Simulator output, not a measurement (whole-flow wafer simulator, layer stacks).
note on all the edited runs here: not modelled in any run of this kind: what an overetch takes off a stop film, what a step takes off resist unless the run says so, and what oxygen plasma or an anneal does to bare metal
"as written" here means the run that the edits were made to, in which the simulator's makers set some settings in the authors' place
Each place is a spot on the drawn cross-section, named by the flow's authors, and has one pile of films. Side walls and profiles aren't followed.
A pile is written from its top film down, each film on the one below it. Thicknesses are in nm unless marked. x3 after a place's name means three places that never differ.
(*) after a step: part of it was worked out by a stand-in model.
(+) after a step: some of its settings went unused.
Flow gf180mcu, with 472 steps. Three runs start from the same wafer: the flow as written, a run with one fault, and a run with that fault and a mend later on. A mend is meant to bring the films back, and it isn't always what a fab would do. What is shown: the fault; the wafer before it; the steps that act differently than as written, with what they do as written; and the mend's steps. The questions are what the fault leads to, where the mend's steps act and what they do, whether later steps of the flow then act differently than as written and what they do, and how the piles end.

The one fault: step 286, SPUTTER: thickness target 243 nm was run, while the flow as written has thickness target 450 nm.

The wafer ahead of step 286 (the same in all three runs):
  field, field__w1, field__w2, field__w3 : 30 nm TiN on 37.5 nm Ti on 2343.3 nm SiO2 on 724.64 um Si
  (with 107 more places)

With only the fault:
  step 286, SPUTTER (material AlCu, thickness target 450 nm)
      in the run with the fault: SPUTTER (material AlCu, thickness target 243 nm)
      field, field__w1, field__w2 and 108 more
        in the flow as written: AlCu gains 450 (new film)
        in the run with the fault: AlCu gains 243 (new film)
  Later steps of the flow acting differently than as written:
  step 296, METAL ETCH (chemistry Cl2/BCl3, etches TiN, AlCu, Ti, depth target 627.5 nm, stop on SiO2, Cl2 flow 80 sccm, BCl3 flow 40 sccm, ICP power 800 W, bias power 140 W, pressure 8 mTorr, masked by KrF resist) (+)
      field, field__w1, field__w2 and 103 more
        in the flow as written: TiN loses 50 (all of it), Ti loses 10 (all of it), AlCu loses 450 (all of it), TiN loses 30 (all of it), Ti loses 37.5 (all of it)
        in the run with the fault: TiN loses 50 (all of it), Ti loses 10 (all of it), AlCu loses 243 (all of it), TiN loses 30 (all of it), Ti loses 37.5 (all of it)
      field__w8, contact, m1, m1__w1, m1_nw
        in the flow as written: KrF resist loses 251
        in the run with the fault: KrF resist loses 222.3
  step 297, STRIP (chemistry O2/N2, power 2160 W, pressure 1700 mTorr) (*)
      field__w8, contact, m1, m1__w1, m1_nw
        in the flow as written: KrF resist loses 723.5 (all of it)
        in the run with the fault: KrF resist loses 752.2 (all of it)
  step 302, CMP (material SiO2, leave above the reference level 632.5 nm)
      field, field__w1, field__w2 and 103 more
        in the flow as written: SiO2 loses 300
        in the run with the fault: SiO2 loses 507
  By the end, the piles at field, field__w1, field__w2 and 109 more depart from the flow's by more than 2% or 0.5 nm, whichever is larger.
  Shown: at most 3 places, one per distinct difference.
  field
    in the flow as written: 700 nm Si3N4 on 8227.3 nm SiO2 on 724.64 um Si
    in the run with the fault: 700 nm Si3N4 on 8020.3 nm SiO2 on 724.64 um Si
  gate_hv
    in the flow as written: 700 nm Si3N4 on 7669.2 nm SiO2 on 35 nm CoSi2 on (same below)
    in the run with the fault: 700 nm Si3N4 on 7462.2 nm SiO2 on 35 nm CoSi2 on (same below)
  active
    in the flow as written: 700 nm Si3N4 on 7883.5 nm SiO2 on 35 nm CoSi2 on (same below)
    in the run with the fault: 700 nm Si3N4 on 7676.5 nm SiO2 on 35 nm CoSi2 on (same below)

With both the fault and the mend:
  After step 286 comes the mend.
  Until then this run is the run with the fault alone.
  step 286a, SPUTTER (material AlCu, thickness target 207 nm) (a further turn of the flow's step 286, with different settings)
      field, field__w1, field__w2 and 108 more
        AlCu gains 207
  None of the later steps of the flow acts differently than as written at any place that is followed.
  By the end, the piles equal the flow's at every place that both follow.
